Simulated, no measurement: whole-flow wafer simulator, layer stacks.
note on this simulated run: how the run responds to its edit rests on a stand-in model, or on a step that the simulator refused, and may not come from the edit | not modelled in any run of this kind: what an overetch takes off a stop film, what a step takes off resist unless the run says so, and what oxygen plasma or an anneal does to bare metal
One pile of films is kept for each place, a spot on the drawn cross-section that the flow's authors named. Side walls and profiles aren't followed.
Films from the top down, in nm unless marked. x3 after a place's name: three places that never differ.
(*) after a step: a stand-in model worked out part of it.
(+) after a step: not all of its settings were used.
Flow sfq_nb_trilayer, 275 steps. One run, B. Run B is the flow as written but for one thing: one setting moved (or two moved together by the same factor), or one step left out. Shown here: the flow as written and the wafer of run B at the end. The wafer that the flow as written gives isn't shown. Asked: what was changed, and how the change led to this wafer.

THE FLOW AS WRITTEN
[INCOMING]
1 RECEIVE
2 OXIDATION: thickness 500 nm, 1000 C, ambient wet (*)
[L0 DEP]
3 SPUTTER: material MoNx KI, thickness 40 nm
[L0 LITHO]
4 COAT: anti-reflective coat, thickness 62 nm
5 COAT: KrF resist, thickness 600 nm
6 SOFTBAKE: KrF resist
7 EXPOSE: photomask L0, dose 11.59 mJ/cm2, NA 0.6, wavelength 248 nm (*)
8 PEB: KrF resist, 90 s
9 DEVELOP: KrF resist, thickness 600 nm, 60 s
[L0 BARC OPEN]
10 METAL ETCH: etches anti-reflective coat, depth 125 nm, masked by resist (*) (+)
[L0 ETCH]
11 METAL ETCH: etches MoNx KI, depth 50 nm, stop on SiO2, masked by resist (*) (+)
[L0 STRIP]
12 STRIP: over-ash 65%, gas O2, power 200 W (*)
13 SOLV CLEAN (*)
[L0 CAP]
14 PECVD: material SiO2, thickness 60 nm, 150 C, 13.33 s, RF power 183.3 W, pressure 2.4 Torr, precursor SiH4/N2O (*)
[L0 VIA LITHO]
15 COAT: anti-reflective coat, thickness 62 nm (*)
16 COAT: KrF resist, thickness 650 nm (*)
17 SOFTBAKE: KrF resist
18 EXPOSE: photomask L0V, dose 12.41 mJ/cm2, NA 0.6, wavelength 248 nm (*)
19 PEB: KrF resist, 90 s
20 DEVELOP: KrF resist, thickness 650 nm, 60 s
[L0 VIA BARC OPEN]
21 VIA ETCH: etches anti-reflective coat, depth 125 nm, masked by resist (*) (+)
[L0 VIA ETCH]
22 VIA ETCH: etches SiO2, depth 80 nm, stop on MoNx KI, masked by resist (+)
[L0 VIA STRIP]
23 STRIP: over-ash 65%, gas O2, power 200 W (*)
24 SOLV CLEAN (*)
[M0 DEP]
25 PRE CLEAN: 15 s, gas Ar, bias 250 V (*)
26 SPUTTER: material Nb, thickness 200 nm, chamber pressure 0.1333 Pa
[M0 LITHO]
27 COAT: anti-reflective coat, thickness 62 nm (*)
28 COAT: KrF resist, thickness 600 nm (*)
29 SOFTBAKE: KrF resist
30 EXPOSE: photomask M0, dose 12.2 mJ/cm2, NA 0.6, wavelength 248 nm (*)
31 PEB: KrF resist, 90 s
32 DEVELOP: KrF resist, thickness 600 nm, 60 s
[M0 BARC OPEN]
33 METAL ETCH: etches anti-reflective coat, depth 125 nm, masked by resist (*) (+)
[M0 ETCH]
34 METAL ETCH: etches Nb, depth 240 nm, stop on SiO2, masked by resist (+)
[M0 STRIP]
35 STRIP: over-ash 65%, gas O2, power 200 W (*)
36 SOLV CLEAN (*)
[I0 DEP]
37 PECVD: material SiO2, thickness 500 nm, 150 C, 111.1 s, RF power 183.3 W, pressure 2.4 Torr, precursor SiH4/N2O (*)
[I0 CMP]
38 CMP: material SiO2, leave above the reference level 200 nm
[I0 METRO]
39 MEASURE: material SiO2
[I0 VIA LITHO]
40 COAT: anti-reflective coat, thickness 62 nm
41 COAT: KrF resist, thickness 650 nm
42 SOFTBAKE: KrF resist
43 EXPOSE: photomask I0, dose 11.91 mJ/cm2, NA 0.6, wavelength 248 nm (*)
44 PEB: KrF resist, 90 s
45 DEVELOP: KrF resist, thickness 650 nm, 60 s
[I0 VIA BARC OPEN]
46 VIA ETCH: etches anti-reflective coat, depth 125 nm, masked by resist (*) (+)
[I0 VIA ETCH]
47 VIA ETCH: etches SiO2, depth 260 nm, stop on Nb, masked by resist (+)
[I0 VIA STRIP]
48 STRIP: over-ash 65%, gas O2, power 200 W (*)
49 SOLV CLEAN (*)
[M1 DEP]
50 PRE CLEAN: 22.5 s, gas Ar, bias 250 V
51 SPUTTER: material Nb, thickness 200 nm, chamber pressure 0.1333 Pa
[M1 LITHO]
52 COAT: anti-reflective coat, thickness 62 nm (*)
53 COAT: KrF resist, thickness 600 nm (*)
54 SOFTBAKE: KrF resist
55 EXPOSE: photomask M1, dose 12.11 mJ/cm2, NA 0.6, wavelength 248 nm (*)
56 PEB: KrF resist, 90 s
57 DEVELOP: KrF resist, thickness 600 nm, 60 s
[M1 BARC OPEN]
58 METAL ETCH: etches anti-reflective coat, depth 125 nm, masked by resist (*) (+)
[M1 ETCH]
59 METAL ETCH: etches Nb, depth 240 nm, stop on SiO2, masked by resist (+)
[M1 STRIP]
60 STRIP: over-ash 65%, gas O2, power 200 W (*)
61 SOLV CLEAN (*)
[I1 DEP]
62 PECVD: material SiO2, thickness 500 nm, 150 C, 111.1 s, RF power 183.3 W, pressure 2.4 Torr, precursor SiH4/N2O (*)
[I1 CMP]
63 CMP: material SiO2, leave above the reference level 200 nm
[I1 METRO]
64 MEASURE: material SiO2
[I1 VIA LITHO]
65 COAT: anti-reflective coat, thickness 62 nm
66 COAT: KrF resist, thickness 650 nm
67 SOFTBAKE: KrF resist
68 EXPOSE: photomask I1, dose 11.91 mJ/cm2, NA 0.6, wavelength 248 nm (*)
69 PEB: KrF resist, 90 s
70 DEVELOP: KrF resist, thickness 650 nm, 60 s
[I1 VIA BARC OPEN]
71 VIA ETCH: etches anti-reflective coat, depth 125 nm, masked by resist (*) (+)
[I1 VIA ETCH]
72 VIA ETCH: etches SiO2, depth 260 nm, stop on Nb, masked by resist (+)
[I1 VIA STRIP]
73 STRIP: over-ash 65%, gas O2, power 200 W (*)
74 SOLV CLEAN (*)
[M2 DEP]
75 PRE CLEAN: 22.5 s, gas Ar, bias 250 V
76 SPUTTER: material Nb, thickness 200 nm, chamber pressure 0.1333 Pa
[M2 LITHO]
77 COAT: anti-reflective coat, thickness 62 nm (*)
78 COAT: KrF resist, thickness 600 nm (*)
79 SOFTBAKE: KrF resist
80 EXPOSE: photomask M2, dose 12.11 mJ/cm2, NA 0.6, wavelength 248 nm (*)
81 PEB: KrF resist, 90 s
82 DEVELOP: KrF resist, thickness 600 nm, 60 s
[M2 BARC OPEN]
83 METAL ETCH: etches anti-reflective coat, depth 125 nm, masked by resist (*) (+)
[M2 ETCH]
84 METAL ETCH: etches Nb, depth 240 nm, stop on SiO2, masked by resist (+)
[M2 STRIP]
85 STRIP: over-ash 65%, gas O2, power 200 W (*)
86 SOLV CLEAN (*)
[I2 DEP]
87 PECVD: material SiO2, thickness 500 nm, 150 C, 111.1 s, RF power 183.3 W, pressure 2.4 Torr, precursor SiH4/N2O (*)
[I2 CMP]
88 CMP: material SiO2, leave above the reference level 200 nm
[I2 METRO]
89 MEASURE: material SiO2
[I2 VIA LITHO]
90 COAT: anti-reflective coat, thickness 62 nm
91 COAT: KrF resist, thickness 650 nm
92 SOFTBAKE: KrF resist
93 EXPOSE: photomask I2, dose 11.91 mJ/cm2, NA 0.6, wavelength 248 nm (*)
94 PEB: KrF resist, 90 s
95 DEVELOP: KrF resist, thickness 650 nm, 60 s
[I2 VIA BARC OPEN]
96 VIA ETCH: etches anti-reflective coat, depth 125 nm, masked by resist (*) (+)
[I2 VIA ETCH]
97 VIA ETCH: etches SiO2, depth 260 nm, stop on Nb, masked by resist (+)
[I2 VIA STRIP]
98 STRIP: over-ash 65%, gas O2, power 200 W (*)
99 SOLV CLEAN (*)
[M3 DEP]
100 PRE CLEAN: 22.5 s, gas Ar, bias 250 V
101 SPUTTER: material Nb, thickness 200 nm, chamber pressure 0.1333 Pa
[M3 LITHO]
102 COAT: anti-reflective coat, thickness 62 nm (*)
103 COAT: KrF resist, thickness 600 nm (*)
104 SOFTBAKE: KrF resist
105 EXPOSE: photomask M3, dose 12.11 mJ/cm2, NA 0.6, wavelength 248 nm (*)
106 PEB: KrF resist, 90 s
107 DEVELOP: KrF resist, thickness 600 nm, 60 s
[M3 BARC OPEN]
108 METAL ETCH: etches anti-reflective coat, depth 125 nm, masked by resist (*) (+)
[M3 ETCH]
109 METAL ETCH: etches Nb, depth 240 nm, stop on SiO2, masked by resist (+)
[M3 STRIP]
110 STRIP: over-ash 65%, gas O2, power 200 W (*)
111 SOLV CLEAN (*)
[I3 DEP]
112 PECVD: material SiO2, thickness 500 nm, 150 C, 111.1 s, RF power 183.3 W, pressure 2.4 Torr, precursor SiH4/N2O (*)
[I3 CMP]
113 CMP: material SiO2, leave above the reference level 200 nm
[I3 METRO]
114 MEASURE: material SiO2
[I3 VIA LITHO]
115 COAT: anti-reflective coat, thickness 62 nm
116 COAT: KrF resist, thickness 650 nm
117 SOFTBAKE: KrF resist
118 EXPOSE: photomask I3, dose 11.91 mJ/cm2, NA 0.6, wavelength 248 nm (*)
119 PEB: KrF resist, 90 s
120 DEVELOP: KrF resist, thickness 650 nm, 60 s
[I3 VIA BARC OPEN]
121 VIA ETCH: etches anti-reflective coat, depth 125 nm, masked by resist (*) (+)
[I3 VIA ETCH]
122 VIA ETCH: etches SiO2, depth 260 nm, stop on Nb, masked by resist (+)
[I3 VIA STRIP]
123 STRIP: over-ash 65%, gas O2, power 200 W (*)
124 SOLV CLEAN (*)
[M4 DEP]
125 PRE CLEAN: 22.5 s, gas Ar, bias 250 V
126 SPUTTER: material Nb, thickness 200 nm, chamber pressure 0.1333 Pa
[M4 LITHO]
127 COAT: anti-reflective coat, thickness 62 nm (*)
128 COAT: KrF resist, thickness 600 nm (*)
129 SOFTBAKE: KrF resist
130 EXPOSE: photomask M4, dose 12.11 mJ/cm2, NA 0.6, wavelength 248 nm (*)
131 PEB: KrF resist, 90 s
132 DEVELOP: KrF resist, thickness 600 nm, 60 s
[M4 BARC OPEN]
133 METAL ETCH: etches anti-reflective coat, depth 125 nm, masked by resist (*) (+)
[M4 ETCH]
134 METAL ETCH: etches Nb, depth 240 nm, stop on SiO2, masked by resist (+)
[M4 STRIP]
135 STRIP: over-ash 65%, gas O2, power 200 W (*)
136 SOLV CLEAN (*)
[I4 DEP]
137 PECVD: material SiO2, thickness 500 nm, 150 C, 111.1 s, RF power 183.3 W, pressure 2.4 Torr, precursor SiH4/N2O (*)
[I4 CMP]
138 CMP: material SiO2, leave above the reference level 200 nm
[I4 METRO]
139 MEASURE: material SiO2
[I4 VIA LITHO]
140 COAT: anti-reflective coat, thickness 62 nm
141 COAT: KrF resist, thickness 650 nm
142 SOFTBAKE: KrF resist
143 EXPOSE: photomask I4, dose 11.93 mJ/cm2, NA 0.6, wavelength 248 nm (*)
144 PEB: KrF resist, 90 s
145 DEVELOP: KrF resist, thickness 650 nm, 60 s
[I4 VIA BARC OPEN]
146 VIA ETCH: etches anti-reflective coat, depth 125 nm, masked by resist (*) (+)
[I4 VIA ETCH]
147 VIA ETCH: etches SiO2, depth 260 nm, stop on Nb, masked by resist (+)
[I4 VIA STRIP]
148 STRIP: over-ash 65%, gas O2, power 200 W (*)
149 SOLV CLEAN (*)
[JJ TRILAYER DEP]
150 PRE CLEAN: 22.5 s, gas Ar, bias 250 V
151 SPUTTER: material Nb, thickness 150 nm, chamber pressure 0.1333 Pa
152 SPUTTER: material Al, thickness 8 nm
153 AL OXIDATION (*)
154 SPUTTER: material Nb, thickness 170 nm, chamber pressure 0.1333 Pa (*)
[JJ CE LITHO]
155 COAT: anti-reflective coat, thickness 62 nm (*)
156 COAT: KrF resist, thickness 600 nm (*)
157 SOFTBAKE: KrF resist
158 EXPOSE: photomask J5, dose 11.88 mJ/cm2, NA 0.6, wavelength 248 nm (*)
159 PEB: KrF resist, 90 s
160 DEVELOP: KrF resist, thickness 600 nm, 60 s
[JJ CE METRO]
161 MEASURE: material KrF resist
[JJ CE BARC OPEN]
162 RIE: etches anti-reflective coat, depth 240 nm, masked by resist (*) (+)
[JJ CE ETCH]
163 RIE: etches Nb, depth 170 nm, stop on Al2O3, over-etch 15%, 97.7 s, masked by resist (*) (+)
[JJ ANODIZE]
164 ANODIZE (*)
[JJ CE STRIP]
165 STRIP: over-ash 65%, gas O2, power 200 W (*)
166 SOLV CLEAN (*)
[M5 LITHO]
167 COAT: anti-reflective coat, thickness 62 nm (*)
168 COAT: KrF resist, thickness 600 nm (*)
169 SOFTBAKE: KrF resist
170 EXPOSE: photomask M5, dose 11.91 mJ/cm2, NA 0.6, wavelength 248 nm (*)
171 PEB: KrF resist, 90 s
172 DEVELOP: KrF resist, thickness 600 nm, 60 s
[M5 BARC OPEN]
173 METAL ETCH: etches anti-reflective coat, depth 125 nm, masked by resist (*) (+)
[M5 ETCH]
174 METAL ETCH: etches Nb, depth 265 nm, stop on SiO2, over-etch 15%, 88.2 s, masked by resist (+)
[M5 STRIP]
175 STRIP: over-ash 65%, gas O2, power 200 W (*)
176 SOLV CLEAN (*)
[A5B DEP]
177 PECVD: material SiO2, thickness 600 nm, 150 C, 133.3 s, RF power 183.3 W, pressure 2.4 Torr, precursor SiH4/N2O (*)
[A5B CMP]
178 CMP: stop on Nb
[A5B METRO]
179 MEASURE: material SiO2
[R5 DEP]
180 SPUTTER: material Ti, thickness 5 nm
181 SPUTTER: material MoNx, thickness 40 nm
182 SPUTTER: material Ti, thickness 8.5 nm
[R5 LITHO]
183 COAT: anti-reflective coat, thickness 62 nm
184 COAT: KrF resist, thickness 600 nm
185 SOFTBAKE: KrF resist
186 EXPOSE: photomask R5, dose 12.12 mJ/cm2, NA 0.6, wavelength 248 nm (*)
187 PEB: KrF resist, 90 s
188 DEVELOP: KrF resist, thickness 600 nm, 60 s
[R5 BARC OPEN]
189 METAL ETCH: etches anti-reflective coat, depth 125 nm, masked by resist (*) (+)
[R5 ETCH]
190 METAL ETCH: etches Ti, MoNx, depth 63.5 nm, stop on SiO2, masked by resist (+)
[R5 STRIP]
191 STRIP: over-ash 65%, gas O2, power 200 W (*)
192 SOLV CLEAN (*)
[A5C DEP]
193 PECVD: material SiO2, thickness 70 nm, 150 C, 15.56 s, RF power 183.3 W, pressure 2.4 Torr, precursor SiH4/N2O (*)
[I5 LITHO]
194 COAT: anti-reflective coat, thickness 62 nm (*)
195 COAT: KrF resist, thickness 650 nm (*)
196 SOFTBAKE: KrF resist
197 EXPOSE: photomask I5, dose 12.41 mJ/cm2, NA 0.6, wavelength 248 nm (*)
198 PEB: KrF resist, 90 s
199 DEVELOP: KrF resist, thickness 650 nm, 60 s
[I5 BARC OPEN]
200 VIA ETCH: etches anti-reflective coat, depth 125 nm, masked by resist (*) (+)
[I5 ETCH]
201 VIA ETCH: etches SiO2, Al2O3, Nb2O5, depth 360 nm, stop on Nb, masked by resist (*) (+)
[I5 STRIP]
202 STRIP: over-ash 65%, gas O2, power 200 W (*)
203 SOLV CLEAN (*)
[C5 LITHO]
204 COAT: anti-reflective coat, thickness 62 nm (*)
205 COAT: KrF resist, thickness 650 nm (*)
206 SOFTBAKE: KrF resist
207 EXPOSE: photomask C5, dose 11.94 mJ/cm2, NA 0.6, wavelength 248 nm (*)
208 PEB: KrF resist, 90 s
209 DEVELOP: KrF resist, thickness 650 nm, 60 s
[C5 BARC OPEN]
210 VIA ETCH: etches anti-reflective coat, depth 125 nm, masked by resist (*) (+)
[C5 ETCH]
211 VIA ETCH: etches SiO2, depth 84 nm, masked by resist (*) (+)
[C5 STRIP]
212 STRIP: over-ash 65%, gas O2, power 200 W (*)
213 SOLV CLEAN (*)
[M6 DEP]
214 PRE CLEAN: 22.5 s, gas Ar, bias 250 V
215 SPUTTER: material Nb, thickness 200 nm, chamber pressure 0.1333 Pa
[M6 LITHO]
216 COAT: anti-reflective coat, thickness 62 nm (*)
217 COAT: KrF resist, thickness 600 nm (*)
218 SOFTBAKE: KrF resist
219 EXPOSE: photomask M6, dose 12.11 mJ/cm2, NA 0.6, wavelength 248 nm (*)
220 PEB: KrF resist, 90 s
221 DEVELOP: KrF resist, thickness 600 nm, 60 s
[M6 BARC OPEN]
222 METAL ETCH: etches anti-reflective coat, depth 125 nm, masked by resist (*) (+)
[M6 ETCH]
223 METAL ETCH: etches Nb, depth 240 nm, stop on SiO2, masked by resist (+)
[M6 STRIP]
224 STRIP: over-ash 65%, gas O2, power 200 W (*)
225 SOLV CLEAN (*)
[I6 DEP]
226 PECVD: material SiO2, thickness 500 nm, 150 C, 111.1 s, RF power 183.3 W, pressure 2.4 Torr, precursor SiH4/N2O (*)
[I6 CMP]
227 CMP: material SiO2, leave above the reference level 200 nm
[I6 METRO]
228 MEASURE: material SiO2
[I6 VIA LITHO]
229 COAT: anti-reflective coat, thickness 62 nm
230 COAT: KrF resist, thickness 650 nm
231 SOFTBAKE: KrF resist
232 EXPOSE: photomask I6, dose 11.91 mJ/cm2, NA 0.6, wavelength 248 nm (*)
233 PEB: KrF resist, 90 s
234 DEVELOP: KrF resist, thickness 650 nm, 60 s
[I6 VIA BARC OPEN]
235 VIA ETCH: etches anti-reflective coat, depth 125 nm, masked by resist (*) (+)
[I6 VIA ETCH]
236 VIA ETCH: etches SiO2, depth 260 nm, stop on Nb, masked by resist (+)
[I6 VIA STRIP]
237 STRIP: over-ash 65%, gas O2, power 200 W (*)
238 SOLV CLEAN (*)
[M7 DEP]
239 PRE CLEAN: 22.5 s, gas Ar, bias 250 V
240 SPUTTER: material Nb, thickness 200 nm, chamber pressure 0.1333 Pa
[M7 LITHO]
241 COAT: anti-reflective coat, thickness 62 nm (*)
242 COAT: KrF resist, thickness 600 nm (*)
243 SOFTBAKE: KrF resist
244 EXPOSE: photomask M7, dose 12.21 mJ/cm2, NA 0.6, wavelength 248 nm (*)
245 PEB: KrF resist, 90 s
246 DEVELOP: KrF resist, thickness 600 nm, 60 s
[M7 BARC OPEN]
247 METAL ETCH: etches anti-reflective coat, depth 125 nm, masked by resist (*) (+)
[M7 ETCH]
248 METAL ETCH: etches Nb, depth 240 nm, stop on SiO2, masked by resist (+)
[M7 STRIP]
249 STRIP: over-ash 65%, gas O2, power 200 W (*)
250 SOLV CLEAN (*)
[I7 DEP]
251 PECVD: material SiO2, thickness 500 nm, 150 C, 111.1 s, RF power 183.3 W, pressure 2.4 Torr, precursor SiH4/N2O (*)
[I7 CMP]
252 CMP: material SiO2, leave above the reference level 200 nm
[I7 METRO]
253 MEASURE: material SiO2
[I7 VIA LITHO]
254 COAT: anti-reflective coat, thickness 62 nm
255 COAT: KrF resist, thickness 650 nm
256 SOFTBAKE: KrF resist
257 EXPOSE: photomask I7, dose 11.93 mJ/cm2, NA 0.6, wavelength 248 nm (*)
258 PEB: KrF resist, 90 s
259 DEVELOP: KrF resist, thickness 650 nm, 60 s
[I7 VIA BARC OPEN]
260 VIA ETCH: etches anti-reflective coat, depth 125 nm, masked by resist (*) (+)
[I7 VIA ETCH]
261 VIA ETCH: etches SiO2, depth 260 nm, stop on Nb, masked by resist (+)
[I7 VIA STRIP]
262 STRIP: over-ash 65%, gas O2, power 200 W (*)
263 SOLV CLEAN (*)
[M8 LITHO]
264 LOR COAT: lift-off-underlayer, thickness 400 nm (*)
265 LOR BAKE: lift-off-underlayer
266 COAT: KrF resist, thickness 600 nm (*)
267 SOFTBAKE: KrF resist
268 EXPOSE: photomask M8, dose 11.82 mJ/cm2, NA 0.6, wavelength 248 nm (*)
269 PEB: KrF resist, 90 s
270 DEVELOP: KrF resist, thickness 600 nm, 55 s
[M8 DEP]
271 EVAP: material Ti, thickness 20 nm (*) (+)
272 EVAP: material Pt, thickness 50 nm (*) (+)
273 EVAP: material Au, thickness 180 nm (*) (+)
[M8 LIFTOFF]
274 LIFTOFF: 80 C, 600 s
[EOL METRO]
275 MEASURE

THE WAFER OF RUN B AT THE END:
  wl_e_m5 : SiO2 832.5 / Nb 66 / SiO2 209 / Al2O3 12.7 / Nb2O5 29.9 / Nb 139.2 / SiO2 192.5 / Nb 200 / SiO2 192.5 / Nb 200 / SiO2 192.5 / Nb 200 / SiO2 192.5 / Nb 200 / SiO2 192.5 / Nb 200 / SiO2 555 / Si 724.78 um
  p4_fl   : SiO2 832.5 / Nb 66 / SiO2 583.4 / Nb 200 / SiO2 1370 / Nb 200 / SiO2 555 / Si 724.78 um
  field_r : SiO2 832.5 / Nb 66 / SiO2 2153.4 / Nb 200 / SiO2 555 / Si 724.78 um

The cause: step 215, SPUTTER: thickness 306 nm was run, where the flow has thickness 200 nm.

How the change led to this, step by step:
  215 SPUTTER: material Nb, thickness 200 nm, chamber pressure 0.1333 Pa
      field_l, v_sur, via_wl and 100 more: Nb +306 (new film) (as written it would be: Nb +200 (new film))
      be: Nb +223.7 (as written it would be: Nb +147.3)
      (and at 2 more places)
  216 COAT: anti-reflective coat, thickness 62 nm (*)
      be: anti-reflective coat +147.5 (new film) (as written it would be: anti-reflective coat +136.7 (new film))
      be_sur: anti-reflective coat +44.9 (new film) (as written it would be: anti-reflective coat +43.8 (new film))
      (and at 1 more place)
  217 COAT: KrF resist, thickness 600 nm (*)
      be: KrF resist +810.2 (new film) (as written it would be: KrF resist +793.9 (new film))
  223 METAL ETCH: etches Nb, depth 240 nm, stop on SiO2, masked by resist (+)
      field_l, gap, moat and 76 more: Nb -240 (as written it would be: Nb -200 (all of it))
  224 STRIP: over-ash 65%, gas O2, power 200 W (*)
      be: KrF resist -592 (all of it), anti-reflective coat -147.5 (all of it) (as written it would be: KrF resist -575.8 (all of it), anti-reflective coat -136.7 (all of it))
      be_sur: KrF resist -368.6 (all of it), anti-reflective coat -44.9 (all of it) (as written it would be: KrF resist -371.2 (all of it), anti-reflective coat -43.8 (all of it))
      (and at 1 more place)
  226 PECVD: material SiO2, thickness 500 nm, 150 C, 111.1 s, RF power 183.3 W, pressure 2.4 Torr, precursor SiH4/N2O (*)
      field_l, p4_fl, p4_fm and 62 more: SiO2 +500 (new film) (as written it would be: SiO2 +500)
      moat, field_r, lsp_l, ln_m5, lsp_m: SiO2 +492.3 (new film) (as written it would be: SiO2 +493.6)
      (and at 10 more places)
  227 CMP: material SiO2, leave above the reference level 200 nm
      field_l, p4_fl, p4_fm and 59 more: SiO2 -60 (as written it would be: SiO2 -100)
      moat, field_r, lsp_l, ln_m5, lsp_m: SiO2 -52.3 (as written it would be: SiO2 -93.6)
      (and at 9 more places)
Counting metal films that touch as one body, wl_e_m5 has 7 bodies (between them, from the top down: SiO2 209 / Al2O3 12.7 / Nb2O5 29.9; SiO2 192.5; SiO2 192.5; SiO2 192.5; SiO2 192.5; SiO2 192.5); the flow as written gives 6 bodies (between them, from the top down: SiO2 192.5; SiO2 192.5; SiO2 192.5; SiO2 192.5; SiO2 192.5).
Counting metal films that touch as one body, p4_fl has 3 bodies (between them, from the top down: SiO2 583.4; SiO2 1370); the flow as written gives 2 bodies (between them, from the top down: SiO2 1370).
Counting metal films that touch as one body, field_r has 2 bodies (between them, from the top down: SiO2 2153.4); the flow as written gives 1 body.
